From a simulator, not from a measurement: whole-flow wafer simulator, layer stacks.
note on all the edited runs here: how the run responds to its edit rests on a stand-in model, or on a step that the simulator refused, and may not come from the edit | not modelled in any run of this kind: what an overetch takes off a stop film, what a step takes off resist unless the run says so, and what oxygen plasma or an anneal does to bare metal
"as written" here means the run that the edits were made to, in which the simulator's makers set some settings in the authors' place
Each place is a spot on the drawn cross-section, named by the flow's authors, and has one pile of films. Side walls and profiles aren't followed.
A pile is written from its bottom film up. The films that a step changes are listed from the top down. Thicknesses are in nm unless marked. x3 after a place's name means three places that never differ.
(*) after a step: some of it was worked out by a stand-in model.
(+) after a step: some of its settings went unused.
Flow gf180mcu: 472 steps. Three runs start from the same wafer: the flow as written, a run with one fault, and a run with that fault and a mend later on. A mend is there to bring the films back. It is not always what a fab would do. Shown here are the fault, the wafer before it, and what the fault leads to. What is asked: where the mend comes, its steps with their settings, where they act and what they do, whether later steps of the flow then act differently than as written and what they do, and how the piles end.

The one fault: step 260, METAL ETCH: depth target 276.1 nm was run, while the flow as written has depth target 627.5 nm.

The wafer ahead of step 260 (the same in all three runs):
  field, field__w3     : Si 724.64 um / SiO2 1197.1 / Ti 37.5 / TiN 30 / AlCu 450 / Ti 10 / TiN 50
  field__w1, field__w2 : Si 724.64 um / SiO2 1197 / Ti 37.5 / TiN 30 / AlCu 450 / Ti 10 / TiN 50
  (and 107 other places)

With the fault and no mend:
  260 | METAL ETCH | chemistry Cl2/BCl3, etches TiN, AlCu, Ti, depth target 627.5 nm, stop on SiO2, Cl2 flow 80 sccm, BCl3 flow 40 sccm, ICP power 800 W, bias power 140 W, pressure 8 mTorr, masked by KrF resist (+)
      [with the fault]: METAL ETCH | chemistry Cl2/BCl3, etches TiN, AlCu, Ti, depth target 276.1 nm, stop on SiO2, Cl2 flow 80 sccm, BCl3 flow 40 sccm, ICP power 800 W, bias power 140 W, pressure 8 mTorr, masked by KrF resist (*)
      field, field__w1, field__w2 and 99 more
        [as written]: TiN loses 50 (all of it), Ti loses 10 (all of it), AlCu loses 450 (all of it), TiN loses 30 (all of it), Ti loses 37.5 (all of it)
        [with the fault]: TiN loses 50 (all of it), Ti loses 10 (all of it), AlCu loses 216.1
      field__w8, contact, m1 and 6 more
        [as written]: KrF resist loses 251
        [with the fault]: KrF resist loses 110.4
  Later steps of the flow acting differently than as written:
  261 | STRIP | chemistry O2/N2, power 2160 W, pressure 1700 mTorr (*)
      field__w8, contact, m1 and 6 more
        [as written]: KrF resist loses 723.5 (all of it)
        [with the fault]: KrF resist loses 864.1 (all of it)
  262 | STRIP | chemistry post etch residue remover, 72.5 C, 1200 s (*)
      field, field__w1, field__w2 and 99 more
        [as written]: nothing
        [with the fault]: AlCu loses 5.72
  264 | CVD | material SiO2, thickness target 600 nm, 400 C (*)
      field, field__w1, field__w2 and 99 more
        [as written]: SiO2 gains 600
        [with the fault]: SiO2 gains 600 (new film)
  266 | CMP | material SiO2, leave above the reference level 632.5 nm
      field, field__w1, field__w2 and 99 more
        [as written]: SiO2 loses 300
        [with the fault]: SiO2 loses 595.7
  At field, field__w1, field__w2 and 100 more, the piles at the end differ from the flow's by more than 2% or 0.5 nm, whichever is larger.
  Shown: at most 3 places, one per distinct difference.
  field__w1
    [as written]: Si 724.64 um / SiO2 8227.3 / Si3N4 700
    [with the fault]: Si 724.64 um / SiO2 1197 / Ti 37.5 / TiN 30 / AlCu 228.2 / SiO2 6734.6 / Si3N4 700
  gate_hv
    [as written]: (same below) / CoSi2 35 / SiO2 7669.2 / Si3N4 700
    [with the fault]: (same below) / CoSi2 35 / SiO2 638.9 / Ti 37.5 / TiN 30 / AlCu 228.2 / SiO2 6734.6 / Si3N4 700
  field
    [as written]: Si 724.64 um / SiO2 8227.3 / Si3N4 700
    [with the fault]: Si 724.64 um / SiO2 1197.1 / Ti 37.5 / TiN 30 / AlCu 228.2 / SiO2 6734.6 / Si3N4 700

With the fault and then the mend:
  After step 260 comes the mend.
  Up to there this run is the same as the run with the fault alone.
  260a | METAL ETCH | chemistry Cl2/BCl3, etches TiN, AlCu, Ti, depth target 351.4 nm, stop on SiO2, Cl2 flow 80 sccm, BCl3 flow 40 sccm, ICP power 800 W, bias power 140 W, pressure 8 mTorr, masked by KrF resist (+) (a further turn of the flow's step 260, with different settings)
      field, field__w1, field__w2 and 99 more
        AlCu loses 233.9 (all of it), TiN loses 30 (all of it), Ti loses 37.5 (all of it)
      field__w8, contact, m1 and 6 more
        KrF resist loses 140.6
  Every later step of the flow that is run acts as written at every place that is followed.
  The piles end the same as the flow's at every place that both follow.
